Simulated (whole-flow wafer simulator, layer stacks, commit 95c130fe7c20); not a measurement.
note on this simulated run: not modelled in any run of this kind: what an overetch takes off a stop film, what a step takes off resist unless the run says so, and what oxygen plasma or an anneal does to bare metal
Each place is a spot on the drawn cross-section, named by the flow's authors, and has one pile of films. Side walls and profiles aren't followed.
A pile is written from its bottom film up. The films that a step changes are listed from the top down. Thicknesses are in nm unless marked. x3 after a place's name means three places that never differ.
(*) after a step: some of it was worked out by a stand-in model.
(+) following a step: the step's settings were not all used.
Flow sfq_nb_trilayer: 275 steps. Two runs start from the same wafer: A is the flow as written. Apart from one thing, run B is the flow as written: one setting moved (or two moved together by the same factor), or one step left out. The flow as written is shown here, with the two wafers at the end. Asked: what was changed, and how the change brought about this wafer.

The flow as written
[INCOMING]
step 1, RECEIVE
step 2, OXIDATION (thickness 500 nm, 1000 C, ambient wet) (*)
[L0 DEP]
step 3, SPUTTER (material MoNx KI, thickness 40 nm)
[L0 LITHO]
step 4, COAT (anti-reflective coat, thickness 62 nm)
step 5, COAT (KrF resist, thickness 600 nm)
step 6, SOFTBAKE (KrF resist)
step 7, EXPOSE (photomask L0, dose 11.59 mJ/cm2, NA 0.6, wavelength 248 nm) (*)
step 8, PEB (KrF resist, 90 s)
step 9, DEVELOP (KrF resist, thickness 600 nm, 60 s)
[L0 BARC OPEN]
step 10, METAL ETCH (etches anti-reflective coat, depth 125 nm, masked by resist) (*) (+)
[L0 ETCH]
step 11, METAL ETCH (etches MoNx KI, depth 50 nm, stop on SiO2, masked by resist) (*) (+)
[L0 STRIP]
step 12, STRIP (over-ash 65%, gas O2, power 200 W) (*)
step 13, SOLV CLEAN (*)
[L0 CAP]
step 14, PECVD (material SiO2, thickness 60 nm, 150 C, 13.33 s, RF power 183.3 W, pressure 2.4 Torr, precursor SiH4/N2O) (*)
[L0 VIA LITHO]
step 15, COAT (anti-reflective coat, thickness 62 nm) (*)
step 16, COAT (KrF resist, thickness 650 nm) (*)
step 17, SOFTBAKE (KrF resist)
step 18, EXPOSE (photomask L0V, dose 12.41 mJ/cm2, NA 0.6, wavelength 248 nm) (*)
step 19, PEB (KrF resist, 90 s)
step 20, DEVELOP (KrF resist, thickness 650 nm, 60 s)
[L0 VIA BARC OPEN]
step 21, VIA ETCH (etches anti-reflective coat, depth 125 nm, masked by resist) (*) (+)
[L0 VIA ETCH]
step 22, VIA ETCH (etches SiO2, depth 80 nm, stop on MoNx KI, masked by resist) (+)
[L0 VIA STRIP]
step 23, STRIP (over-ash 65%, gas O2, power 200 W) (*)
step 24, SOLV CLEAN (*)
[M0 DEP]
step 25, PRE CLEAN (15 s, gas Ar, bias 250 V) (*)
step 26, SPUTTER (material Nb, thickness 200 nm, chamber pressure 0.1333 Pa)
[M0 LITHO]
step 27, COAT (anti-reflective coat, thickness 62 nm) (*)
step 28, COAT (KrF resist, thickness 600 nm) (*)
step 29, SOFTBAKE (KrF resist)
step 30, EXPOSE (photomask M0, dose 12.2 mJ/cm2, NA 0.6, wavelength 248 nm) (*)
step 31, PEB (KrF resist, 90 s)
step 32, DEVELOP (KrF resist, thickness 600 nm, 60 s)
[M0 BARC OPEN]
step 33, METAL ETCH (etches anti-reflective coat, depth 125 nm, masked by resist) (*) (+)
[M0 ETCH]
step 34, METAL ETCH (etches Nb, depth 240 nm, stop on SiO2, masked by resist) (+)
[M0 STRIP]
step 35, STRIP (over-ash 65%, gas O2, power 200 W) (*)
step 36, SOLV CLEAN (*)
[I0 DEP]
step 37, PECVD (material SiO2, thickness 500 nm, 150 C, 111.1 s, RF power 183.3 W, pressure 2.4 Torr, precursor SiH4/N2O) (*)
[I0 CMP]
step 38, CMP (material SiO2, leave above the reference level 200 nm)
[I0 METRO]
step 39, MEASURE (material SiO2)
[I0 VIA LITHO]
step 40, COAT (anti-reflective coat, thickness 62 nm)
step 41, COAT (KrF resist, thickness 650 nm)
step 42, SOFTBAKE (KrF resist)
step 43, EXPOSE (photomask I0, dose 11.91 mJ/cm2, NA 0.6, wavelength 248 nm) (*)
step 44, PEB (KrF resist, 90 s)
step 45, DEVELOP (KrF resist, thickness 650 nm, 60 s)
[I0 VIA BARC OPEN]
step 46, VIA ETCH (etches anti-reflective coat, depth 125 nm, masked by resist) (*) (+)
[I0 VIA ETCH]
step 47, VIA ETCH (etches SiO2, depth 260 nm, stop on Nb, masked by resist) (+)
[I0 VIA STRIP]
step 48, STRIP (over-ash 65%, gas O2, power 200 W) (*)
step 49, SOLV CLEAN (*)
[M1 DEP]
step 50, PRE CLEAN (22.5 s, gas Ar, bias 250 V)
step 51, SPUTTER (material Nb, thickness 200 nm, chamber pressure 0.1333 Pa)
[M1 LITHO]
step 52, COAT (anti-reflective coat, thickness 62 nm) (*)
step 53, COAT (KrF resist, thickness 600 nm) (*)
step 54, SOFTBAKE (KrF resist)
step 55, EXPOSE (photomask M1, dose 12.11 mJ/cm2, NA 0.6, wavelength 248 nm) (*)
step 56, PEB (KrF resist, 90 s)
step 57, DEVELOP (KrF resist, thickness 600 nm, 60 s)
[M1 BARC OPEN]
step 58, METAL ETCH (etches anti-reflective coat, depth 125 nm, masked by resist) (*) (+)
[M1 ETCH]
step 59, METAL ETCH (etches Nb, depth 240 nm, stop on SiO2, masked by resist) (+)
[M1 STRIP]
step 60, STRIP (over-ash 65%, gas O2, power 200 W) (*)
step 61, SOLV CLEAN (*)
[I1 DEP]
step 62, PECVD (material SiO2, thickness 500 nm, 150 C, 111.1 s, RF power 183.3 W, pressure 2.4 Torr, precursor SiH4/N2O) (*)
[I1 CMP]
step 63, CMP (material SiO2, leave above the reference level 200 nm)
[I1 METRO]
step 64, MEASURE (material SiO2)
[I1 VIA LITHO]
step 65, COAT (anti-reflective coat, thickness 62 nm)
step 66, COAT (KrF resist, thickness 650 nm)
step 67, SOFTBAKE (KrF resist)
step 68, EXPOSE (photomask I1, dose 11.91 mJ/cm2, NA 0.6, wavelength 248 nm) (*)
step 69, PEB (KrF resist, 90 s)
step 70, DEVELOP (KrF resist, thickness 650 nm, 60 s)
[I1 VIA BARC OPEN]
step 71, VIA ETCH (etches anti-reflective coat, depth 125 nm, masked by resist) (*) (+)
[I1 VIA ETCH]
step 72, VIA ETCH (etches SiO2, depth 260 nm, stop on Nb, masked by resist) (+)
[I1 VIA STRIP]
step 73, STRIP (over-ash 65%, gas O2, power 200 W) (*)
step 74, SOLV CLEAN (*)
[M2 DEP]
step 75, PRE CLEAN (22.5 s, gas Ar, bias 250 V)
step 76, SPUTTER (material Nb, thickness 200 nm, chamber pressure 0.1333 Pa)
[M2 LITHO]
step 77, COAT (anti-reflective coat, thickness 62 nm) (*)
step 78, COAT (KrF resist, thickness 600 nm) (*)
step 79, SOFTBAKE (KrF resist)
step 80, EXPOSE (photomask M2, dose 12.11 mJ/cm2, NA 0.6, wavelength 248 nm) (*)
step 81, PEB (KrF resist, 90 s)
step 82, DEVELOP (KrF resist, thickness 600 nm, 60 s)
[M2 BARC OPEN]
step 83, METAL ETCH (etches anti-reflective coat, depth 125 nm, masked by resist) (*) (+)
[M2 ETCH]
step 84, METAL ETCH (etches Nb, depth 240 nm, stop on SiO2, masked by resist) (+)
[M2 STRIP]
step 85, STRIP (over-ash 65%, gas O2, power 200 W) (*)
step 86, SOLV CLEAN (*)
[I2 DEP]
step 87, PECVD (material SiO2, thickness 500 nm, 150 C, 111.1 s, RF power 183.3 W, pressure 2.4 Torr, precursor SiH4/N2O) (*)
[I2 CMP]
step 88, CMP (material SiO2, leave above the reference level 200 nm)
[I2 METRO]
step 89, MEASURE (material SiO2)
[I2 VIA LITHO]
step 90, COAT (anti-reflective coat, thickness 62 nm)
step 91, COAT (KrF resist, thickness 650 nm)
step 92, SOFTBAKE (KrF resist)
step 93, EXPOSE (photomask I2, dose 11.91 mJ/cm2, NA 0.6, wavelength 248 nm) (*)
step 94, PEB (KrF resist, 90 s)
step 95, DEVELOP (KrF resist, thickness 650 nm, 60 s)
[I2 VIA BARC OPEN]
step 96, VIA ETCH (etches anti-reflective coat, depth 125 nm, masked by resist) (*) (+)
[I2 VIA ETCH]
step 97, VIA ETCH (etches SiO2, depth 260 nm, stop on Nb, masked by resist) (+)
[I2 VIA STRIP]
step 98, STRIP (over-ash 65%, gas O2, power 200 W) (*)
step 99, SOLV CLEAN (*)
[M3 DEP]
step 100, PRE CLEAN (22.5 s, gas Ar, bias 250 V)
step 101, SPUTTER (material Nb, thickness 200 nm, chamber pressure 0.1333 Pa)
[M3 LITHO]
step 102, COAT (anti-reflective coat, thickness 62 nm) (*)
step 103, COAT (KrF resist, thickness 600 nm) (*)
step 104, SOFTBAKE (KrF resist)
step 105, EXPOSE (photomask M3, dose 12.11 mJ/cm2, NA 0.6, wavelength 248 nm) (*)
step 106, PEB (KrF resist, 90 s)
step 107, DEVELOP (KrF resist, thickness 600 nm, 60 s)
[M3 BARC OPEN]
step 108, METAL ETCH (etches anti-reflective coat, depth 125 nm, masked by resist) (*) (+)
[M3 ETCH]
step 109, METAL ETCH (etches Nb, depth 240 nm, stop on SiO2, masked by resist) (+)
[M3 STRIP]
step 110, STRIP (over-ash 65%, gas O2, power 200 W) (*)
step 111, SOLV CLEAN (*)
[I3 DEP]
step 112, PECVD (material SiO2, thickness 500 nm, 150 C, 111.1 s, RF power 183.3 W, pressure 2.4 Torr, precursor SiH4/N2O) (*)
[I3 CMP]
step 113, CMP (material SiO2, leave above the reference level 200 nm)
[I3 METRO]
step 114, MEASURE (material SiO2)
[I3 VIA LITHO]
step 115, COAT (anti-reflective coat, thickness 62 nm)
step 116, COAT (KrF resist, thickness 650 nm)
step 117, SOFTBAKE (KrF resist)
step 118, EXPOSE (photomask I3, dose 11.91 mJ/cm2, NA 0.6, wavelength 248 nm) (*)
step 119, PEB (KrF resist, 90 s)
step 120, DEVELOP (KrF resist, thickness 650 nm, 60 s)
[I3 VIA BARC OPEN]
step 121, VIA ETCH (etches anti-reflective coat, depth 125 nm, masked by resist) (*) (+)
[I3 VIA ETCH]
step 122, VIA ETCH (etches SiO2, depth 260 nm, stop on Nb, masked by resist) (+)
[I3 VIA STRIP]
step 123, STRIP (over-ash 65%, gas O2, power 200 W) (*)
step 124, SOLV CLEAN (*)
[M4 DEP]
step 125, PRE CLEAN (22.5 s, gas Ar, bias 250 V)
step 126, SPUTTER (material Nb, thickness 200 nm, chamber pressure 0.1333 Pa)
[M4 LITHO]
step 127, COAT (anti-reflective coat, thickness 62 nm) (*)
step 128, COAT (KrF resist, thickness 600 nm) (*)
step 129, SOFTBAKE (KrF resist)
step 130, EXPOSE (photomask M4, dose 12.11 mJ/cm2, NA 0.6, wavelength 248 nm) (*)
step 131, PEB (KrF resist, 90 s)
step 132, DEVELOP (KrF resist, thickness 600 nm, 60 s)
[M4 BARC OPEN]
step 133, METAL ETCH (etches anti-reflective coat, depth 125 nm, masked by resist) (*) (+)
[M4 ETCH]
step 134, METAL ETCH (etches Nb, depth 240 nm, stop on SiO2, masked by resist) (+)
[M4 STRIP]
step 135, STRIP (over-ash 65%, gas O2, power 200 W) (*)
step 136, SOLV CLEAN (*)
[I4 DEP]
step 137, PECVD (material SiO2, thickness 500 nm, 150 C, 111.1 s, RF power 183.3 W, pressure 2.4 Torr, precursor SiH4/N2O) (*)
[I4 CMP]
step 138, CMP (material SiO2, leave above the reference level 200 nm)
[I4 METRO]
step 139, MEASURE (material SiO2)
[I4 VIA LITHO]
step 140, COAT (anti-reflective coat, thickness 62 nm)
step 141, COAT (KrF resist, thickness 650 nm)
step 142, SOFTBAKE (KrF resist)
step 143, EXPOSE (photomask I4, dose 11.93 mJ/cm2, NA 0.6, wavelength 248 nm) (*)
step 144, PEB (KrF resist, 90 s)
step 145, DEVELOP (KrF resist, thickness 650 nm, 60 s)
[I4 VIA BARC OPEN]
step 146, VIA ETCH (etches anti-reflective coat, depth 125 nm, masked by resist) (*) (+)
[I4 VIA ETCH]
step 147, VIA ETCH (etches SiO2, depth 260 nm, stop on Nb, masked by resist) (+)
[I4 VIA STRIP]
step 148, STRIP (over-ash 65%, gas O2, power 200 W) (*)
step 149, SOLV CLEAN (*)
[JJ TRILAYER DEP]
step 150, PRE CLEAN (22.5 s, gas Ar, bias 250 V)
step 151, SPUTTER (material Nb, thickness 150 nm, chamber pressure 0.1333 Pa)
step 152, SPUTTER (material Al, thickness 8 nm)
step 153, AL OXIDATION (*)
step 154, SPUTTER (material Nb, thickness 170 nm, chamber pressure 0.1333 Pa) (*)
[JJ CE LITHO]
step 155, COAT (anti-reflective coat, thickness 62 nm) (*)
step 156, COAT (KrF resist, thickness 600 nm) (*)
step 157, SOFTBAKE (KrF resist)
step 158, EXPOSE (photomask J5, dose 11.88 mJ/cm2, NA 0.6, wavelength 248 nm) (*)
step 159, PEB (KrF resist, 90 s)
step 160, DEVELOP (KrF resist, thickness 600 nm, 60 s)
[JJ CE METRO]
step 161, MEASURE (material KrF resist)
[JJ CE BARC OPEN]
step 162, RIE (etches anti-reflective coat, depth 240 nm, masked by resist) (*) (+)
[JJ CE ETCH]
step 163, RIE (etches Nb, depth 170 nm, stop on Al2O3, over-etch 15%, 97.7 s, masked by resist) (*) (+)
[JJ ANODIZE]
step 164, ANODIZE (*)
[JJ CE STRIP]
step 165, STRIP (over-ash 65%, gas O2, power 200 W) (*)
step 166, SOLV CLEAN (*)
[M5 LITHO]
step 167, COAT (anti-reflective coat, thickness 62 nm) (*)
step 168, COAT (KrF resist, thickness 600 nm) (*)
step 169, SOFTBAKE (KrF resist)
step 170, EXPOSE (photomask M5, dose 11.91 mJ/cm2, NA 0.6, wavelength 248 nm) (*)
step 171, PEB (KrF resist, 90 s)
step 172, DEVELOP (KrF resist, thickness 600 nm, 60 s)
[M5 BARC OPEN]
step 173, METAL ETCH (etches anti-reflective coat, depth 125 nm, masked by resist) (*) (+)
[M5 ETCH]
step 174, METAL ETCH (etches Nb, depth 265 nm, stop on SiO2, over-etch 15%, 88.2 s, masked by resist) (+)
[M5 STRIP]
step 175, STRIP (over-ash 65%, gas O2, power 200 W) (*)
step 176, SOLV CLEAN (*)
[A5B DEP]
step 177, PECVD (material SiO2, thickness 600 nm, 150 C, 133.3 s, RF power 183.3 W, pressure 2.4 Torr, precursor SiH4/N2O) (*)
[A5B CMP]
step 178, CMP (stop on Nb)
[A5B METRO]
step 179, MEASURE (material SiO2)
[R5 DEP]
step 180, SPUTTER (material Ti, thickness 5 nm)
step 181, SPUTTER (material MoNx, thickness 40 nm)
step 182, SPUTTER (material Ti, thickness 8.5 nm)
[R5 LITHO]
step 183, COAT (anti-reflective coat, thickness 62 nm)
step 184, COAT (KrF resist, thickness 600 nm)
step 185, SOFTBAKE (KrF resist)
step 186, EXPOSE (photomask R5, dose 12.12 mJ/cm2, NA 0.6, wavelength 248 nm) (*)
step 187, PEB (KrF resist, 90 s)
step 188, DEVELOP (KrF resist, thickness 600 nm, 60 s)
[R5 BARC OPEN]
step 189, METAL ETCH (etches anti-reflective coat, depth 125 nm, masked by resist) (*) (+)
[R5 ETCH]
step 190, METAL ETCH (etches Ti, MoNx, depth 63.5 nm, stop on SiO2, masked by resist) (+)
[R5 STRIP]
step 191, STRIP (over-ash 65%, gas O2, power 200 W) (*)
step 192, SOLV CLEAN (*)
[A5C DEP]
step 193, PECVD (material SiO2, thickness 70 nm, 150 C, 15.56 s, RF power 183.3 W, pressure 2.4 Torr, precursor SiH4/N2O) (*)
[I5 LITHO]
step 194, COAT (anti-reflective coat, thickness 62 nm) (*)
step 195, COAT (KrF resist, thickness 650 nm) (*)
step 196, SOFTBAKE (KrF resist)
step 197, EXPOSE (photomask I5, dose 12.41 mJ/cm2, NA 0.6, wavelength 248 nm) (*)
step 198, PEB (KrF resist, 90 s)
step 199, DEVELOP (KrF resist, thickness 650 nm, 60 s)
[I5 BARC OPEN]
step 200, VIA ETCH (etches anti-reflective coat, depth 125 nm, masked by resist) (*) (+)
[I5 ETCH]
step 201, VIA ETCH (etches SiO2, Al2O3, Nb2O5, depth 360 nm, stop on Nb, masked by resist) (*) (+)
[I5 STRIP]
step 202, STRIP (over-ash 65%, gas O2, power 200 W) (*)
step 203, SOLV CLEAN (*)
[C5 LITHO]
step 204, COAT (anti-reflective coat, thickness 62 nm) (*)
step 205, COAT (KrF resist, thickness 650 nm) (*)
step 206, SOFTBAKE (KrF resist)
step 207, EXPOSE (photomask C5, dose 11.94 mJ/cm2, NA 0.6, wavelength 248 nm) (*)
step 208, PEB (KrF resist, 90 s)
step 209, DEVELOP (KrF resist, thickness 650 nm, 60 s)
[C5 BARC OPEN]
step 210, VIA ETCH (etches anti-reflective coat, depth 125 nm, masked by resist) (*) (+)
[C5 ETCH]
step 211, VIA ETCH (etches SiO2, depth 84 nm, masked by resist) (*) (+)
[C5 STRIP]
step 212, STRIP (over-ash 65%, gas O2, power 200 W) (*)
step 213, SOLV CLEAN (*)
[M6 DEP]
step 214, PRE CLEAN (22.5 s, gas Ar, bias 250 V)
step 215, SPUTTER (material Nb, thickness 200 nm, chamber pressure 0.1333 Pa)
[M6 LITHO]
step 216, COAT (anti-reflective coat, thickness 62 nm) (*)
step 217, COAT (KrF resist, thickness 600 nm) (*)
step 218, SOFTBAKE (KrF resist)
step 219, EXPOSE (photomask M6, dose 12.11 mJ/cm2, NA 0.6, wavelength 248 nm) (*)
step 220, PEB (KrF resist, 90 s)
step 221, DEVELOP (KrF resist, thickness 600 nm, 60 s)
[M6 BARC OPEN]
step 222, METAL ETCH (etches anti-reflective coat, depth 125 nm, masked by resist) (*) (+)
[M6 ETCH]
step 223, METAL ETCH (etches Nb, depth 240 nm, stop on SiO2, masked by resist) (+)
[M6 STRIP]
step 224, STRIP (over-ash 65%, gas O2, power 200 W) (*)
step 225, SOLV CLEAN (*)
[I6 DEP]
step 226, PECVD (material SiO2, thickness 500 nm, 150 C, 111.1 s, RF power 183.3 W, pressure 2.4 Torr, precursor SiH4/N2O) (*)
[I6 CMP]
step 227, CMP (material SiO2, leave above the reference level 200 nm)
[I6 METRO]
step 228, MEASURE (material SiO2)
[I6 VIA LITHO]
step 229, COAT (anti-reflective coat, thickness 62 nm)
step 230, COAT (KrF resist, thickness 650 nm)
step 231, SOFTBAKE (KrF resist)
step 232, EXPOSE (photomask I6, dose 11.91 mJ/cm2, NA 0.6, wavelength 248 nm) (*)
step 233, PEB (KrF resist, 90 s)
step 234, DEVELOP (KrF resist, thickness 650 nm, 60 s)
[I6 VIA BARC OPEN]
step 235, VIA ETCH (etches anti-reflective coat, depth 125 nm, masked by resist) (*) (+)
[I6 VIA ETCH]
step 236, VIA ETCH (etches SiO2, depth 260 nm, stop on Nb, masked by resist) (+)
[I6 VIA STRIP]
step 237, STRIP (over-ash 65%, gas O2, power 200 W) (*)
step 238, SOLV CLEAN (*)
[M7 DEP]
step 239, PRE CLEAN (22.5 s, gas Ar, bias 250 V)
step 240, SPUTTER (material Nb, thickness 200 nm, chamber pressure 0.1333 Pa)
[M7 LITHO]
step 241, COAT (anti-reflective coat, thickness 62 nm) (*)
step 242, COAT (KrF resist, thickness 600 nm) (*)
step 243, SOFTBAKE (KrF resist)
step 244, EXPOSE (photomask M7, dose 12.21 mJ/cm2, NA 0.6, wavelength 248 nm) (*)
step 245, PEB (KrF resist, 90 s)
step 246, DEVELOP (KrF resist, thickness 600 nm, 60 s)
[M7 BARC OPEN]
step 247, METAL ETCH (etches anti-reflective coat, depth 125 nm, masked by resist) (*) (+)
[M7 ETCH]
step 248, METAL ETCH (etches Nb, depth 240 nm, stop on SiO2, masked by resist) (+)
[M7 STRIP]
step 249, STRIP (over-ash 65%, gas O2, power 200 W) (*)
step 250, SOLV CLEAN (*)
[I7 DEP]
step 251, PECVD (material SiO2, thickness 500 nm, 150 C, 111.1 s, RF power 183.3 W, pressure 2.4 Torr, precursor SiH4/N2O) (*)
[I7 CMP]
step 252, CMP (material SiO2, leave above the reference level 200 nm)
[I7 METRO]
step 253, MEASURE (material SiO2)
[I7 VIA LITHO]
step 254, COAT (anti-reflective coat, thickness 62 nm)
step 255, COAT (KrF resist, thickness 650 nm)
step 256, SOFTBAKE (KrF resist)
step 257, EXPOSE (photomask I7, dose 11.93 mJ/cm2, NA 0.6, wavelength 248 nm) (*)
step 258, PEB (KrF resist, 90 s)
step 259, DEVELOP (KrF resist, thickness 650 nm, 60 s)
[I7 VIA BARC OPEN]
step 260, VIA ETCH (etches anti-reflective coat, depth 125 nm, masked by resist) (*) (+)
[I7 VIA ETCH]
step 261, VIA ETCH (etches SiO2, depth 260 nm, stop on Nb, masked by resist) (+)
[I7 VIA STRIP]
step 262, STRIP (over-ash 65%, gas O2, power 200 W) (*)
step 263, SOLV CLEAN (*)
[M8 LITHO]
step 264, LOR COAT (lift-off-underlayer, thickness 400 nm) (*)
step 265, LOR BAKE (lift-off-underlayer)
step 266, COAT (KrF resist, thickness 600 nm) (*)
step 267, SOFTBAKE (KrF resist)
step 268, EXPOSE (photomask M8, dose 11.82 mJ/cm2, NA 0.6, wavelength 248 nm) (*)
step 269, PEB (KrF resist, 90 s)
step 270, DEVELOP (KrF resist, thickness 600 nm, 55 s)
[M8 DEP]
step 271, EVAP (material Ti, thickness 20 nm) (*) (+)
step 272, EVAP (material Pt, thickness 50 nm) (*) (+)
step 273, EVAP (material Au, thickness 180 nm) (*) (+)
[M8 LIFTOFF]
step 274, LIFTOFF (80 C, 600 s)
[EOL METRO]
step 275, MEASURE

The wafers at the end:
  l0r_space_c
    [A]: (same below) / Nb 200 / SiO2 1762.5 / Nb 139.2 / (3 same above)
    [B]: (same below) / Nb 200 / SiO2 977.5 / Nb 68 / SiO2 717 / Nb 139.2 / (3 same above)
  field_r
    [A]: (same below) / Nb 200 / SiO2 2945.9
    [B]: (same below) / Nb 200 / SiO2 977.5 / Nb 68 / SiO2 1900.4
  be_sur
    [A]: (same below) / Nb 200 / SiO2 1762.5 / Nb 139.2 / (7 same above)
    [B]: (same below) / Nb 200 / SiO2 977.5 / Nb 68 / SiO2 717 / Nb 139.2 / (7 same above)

What caused this: step 109, METAL ETCH: depth 132 nm was run, while the flow as written has depth 240 nm.

The path from the change to this, step by step:
  step 109, METAL ETCH (etches Nb, depth 240 nm, stop on SiO2, masked by resist) (+)
      field_l, be, be_sur and 72 more: A Nb loses 200 (all of it) | B Nb loses 132
      v_sur, via_wl, via_w and 28 more: A KrF resist loses 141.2 | B KrF resist loses 77.6
  step 110, STRIP (over-ash 65%, gas O2, power 200 W) (*)
      p4_w1, p4_w2, p4_w3 and 21 more: A KrF resist loses 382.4 (all of it), anti-reflective coat loses 62 (all of it) | B KrF resist loses 445.9 (all of it), anti-reflective coat loses 62 (all of it)
      v_sur: A KrF resist loses 365.3 (all of it), anti-reflective coat loses 61.1 (all of it) | B KrF resist loses 428.8 (all of it), anti-reflective coat loses 61.1 (all of it)
      (as well as at 6 more places)
  step 112, PECVD (material SiO2, thickness 500 nm, 150 C, 111.1 s, RF power 183.3 W, pressure 2.4 Torr, precursor SiH4/N2O) (*)
      field_l, be, be_sur and 64 more: A SiO2 gains 500 | B SiO2 gains 500 (new film)
      p4_g1, p4_g2, p3_s0, p3_s1, p3_s2, p3_s3, p3_s4, p3_s5: A SiO2 gains 557.1 | B SiO2 gains 500 (new film)
  step 113, CMP (material SiO2, leave above the reference level 200 nm)
      field_l, be, be_sur and 64 more: A SiO2 loses 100 | B SiO2 loses 168
      p4_g1, p4_g2, p3_s0, p3_s1, p3_s2, p3_s3, p3_s4, p3_s5: A SiO2 loses 157.1 | B SiO2 loses 168
Taking metal films that touch as one body, l0r_space_c has 3 bodies (between them, from the top down: SiO2 717; SiO2 977.5); the flow as written gives 2 bodies (between them, from the top down: SiO2 1762.5).
Taking metal films that touch as one body, field_r has 2 bodies (between them, from the top down: SiO2 977.5); the flow as written gives 1 body.
Taking metal films that touch as one body, be_sur has 5 bodies (between them, from the top down: SiO2 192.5; SiO2 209 / Al2O3 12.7 / Nb2O5 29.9; SiO2 717; SiO2 977.5); the flow as written gives 4 bodies (between them, from the top down: SiO2 192.5; SiO2 209 / Al2O3 12.7 / Nb2O5 29.9; SiO2 1762.5).
